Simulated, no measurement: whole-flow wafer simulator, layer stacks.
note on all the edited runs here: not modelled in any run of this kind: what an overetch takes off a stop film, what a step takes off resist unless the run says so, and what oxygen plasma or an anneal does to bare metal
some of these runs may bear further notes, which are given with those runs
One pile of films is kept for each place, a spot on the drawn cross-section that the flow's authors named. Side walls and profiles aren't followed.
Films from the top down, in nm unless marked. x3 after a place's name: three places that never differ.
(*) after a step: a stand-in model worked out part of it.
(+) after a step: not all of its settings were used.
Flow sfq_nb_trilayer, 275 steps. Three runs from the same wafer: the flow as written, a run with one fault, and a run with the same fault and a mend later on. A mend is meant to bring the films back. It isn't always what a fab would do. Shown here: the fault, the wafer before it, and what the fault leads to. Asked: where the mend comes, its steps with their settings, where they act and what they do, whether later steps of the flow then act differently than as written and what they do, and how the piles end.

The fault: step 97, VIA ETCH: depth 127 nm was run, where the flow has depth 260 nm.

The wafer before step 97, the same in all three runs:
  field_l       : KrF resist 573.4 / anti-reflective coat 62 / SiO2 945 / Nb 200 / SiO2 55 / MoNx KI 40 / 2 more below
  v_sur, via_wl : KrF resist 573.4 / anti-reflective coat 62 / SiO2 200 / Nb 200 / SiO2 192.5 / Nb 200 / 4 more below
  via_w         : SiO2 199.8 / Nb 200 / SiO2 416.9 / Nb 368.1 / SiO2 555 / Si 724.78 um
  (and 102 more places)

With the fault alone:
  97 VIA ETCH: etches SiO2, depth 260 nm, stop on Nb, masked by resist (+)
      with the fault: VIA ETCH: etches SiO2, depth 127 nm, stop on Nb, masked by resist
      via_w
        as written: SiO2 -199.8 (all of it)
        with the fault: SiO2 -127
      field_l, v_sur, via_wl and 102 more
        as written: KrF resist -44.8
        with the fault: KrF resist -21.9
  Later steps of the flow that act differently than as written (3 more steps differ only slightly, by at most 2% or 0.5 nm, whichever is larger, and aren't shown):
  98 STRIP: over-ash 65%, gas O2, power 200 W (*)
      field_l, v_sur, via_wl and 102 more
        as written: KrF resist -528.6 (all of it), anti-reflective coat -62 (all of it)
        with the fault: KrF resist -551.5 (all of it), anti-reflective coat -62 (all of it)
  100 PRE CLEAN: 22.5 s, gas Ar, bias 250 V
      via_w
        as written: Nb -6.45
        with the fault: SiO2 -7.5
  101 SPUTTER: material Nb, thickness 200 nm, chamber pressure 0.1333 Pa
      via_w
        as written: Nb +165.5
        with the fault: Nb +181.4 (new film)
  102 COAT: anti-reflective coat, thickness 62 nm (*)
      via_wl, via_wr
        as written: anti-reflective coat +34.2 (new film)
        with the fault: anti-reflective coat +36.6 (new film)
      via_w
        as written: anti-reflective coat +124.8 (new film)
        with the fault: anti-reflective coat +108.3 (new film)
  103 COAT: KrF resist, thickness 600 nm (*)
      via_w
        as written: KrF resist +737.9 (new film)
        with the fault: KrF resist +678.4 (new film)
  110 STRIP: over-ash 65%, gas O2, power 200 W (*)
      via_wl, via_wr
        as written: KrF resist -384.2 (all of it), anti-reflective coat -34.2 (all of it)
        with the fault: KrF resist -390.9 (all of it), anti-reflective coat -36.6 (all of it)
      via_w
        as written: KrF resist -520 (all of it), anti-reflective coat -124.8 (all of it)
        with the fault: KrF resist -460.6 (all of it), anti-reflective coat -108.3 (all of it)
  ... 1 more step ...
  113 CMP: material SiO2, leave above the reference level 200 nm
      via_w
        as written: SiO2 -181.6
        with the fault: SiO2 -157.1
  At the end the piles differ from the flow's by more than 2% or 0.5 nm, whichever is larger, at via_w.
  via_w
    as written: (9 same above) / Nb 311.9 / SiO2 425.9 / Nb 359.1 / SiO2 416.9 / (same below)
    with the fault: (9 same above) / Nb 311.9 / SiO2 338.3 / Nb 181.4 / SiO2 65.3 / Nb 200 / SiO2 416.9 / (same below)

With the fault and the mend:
  The mend comes after step 97.
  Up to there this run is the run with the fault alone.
  97a VIA ETCH: etches SiO2, depth 133 nm, stop on Nb, masked by resist (+) (the flow's step 97 once more, with other settings)
      field_l, v_sur, via_wl and 102 more
        KrF resist -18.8
      via_w
        SiO2 -72.8 (all of it)
  No later step of the flow acts differently than as written, at any place that is followed, by more than 2% or 0.5 nm, whichever is larger.
  At the end the piles are the same as the flow's at every place that both follow.
